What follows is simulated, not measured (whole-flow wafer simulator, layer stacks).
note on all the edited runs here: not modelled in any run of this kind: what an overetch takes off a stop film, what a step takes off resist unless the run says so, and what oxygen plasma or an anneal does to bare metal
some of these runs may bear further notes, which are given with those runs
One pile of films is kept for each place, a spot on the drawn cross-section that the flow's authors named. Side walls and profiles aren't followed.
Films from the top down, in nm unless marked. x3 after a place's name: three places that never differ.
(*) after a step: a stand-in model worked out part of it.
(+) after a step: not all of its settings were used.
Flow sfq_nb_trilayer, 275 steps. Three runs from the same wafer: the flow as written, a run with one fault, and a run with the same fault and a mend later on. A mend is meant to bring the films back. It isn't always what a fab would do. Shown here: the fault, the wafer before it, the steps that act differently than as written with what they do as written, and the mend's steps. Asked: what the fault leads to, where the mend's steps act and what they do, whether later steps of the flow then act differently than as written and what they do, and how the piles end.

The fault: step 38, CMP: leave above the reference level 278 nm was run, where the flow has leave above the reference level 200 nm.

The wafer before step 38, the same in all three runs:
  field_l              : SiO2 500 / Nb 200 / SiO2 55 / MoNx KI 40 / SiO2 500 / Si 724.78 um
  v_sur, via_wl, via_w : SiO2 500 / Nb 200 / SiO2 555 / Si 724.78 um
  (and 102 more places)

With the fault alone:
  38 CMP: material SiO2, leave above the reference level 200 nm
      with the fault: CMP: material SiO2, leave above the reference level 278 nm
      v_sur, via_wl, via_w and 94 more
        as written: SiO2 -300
        with the fault: SiO2 -222
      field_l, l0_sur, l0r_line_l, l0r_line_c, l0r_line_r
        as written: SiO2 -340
        with the fault: SiO2 -262
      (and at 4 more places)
  Later steps of the flow that act differently than as written (4 more steps differ only slightly, by at most 2% or 0.5 nm, whichever is larger, and aren't shown):
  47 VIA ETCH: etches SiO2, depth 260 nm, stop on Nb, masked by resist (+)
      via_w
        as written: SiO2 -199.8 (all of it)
        with the fault: SiO2 -260
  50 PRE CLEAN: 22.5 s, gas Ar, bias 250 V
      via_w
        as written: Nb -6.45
        with the fault: SiO2 -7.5
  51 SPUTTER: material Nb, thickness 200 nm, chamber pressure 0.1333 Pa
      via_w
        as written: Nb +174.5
        with the fault: Nb +163.1 (new film)
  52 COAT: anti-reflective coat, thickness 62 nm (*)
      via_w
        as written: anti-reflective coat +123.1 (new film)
        with the fault: anti-reflective coat +136.1 (new film)
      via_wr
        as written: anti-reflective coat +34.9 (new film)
        with the fault: anti-reflective coat +33.2 (new film)
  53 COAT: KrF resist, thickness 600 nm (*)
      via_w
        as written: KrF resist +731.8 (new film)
        with the fault: KrF resist +781.6 (new film)
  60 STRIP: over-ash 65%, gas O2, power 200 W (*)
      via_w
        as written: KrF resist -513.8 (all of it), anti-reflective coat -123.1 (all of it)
        with the fault: KrF resist -563.6 (all of it), anti-reflective coat -136.1 (all of it)
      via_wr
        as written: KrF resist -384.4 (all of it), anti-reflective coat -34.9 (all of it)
        with the fault: KrF resist -378.6 (all of it), anti-reflective coat -33.2 (all of it)
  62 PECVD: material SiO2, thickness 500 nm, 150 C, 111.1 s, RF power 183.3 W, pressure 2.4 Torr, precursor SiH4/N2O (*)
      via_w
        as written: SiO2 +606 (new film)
        with the fault: SiO2 +678.7 (new film)
  At the end the piles differ from the flow's by more than 2% or 0.5 nm, whichever is larger, at field_l, v_sur, via_wl and 103 more.
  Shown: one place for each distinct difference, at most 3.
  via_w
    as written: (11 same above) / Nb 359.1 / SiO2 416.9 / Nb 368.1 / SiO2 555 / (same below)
    with the fault: (11 same above) / Nb 359.1 / SiO2 489.6 / Nb 163.1 / SiO2 10.3 / Nb 200 / SiO2 555 / (same below)
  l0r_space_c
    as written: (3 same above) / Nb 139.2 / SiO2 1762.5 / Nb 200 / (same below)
    with the fault: (3 same above) / Nb 139.2 / SiO2 1840.5 / Nb 200 / (same below)
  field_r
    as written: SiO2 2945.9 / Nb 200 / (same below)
    with the fault: SiO2 3023.9 / Nb 200 / (same below)

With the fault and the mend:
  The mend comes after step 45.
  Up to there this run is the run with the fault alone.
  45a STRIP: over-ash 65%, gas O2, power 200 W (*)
      field_l, v_sur, via_wl and 102 more
        KrF resist -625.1 (all of it), anti-reflective coat -62 (all of it)
      via_w
        anti-reflective coat -62 (all of it)
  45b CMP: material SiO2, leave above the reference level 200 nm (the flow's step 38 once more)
      field_l, v_sur, via_wl and 103 more
        SiO2 -78
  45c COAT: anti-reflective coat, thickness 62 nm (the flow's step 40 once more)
      field_l, v_sur, via_wl and 103 more
        anti-reflective coat +62 (new film)
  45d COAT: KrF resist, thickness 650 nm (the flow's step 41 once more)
      field_l, v_sur, via_wl and 103 more
        KrF resist +650 (new film)
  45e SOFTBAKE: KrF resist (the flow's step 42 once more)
      changes no film at any place that is followed
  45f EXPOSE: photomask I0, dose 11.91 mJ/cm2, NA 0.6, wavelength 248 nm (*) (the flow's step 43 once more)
      changes no film at any place that is followed
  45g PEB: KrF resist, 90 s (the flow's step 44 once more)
      field_l, v_sur, via_wl and 103 more
        KrF resist -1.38
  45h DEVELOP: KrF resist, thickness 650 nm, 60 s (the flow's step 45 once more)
      field_l, v_sur, via_wl and 102 more
        KrF resist -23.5
      via_w
        KrF resist -648.6 (all of it)
  No later step of the flow acts differently than as written at any place that is followed.
  At the end the piles are the same as the flow's at every place that both follow.
